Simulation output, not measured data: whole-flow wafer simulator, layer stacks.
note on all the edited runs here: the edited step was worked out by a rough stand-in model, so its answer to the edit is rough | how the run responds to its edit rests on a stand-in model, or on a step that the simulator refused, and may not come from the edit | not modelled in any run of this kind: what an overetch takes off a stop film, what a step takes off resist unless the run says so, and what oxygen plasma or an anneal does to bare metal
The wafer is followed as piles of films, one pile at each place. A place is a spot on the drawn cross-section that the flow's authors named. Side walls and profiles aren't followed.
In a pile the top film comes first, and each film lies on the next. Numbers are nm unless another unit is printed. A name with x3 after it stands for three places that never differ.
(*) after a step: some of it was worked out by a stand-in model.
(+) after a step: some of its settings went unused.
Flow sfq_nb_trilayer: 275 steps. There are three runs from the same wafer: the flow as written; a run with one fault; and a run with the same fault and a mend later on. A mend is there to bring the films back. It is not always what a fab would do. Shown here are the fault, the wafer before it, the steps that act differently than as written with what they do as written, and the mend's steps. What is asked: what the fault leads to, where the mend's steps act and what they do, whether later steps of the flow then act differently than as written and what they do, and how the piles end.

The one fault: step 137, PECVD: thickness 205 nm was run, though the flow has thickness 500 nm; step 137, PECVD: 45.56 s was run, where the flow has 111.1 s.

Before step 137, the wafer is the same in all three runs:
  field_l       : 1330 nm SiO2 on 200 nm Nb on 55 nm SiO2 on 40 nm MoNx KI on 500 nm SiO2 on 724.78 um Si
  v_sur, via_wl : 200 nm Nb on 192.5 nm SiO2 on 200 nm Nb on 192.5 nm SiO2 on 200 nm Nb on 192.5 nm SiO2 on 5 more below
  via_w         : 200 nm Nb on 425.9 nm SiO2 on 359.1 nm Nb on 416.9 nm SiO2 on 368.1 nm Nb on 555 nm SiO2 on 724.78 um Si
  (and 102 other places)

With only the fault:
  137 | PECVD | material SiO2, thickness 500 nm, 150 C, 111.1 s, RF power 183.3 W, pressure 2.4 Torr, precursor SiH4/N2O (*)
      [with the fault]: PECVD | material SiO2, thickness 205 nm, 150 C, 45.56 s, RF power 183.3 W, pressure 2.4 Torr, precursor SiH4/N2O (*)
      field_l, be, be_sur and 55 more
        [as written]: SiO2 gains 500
        [with the fault]: SiO2 gains 205
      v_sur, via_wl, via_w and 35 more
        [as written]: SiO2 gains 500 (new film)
        [with the fault]: SiO2 gains 205 (new film)
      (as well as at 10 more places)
  Steps further on in the flow that do not act as written (not shown: 18 more steps that differ only slightly, by at most 2% or 0.5 nm, whichever is larger):
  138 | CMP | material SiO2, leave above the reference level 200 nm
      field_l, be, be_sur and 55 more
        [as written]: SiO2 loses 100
        [with the fault]: nothing
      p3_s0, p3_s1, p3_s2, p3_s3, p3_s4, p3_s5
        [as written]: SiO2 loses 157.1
        [with the fault]: nothing
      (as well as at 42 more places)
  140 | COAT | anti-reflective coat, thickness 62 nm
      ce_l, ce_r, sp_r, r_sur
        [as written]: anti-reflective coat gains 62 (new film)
        [with the fault]: anti-reflective coat gains 64.9 (new film)
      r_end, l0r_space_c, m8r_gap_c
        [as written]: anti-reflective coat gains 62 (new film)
        [with the fault]: anti-reflective coat gains 64.7 (new film)
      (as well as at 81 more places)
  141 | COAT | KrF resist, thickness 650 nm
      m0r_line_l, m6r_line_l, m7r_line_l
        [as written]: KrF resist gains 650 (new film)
        [with the fault]: KrF resist gains 686.8 (new film)
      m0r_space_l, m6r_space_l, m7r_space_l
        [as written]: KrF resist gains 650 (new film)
        [with the fault]: KrF resist gains 676.2 (new film)
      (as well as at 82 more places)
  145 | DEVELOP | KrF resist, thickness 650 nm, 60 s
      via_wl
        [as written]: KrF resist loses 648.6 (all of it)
        [with the fault]: KrF resist loses 571.2 (all of it)
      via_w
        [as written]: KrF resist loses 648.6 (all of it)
        [with the fault]: KrF resist loses 580.8 (all of it)
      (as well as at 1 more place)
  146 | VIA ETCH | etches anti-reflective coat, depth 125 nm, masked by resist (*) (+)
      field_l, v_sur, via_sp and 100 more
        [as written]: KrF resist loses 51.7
        [with the fault]: KrF resist loses 39.2
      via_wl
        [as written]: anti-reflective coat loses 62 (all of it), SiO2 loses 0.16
        [with the fault]: anti-reflective coat loses 46.6 (all of it), SiO2 loses 0.12
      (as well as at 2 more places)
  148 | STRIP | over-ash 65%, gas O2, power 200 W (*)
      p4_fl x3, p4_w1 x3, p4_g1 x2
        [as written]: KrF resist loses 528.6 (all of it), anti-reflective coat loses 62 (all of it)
        [with the fault]: KrF resist loses 541.1 (all of it), anti-reflective coat loses 62 (all of it)
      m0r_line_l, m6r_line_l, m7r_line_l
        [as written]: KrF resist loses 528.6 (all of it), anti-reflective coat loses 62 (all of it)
        [with the fault]: KrF resist loses 577.8 (all of it), anti-reflective coat loses 61.4 (all of it)
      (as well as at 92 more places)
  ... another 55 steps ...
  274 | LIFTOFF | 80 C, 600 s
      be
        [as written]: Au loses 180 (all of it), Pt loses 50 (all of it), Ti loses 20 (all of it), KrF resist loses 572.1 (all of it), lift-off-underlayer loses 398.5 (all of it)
        [with the fault]: Au loses 180 (all of it), Pt loses 50 (all of it), Ti loses 20 (all of it), KrF resist loses 613.8 (all of it), lift-off-underlayer loses 720.8 (all of it)
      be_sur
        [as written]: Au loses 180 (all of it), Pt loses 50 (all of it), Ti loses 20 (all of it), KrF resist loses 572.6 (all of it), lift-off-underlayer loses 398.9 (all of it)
        [with the fault]: Au loses 180 (all of it), Pt loses 50 (all of it), Ti loses 20 (all of it), KrF resist loses 587.3 (all of it), lift-off-underlayer loses 366.3 (all of it)
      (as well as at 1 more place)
  At via_v, be, be_sur and 38 more, the piles at the end differ from the flow's by more than 2% or 0.5 nm, whichever is larger.
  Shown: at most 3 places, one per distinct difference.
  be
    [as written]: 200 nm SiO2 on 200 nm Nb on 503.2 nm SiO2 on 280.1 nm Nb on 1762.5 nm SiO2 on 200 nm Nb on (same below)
    [with the fault]: 312.8 nm SiO2 on 119.8 nm Nb on 208.7 nm SiO2 on 125.9 nm Nb on 64.2 nm SiO2 on 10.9 nm Al2O3 on 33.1 nm Nb2O5 on 117.5 nm Nb on 1567.5 nm SiO2 on 200 nm Nb on (same below)
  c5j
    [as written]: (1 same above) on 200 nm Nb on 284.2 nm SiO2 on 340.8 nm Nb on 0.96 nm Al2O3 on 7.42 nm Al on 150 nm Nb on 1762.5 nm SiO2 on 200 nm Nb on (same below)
    [with the fault]: (1 same above) on 200 nm Nb on 293.3 nm SiO2 on 183.3 nm Nb on 173.4 nm SiO2 on 170 nm Nb on 0.96 nm Al2O3 on 7.42 nm Al on 150 nm Nb on 1567.5 nm SiO2 on 200 nm Nb on (same below)
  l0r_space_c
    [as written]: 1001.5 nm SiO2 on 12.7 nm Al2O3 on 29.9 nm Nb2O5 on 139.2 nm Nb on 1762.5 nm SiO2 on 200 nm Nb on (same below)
    [with the fault]: 1196.5 nm SiO2 on 12.7 nm Al2O3 on 29.9 nm Nb2O5 on 139.2 nm Nb on 1567.5 nm SiO2 on 200 nm Nb on (same below)

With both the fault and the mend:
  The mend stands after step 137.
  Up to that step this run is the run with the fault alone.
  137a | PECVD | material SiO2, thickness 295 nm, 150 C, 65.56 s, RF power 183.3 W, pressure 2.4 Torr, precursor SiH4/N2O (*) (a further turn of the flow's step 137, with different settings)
      field_l, v_sur, via_wl and 99 more
        SiO2 gains 295
      lsp_r, l0_sur, l0v
        SiO2 gains 290.4
      via_v
        SiO2 gains 412.7
  Steps further on in the flow that do not act as written:
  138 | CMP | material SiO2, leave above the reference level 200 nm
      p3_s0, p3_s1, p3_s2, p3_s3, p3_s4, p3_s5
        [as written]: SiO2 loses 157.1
        [with the mend]: SiO2 loses 100
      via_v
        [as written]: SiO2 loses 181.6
        [with the mend]: SiO2 loses 157.1
  At every place that both follow, the piles at the end match the flow's.
